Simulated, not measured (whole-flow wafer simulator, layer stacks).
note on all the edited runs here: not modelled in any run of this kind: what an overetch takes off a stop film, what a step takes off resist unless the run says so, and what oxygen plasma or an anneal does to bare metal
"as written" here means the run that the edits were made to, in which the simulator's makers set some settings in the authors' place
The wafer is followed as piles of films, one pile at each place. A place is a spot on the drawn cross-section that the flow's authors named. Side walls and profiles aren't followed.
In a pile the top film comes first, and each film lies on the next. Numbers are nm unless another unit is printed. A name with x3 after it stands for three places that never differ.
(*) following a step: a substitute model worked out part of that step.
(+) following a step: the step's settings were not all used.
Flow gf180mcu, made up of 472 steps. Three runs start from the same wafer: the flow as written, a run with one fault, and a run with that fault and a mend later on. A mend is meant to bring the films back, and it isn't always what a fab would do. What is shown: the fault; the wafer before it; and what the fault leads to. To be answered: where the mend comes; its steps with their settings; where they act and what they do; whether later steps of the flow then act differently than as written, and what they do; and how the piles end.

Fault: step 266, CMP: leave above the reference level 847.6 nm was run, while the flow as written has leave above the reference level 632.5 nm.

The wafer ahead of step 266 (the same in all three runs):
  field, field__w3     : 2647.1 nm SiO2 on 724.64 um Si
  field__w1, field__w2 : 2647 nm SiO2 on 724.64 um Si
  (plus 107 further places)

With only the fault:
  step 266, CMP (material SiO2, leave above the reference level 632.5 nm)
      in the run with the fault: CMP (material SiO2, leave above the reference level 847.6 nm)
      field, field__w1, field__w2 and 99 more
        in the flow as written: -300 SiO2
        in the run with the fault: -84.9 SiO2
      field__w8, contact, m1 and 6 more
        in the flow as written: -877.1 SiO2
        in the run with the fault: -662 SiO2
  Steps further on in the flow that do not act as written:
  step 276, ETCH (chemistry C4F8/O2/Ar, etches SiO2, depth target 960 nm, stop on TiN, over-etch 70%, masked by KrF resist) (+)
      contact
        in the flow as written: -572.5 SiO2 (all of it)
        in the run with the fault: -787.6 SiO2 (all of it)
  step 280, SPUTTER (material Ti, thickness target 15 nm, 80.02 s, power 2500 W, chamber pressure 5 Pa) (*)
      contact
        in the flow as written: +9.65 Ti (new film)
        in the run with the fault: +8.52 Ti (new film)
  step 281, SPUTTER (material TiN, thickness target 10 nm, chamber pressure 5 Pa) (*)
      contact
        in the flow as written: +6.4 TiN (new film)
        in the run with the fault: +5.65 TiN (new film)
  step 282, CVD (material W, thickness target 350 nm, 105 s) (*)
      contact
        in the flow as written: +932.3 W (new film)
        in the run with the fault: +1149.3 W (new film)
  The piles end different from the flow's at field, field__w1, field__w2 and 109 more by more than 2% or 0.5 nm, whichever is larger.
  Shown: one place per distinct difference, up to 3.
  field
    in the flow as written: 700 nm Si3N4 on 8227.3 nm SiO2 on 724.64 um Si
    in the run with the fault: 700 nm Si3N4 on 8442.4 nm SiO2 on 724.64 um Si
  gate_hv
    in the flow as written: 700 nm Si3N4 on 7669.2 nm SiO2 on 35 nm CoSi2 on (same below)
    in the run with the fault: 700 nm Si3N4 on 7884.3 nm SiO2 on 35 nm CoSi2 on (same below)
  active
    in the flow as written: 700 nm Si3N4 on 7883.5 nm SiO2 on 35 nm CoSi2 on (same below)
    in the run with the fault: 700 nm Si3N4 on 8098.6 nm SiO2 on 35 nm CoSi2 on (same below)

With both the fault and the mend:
  The mend stands after step 266.
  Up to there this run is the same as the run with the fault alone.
  step 266a, CMP (material SiO2, leave above the reference level 632.5 nm) (a further turn of the flow's step 266)
      field, field__w1, field__w2 and 108 more
        -215.1 SiO2
  Every later step of the flow that is run acts as written at every place that is followed.
  At every place that both follow, the piles at the end match the flow's.
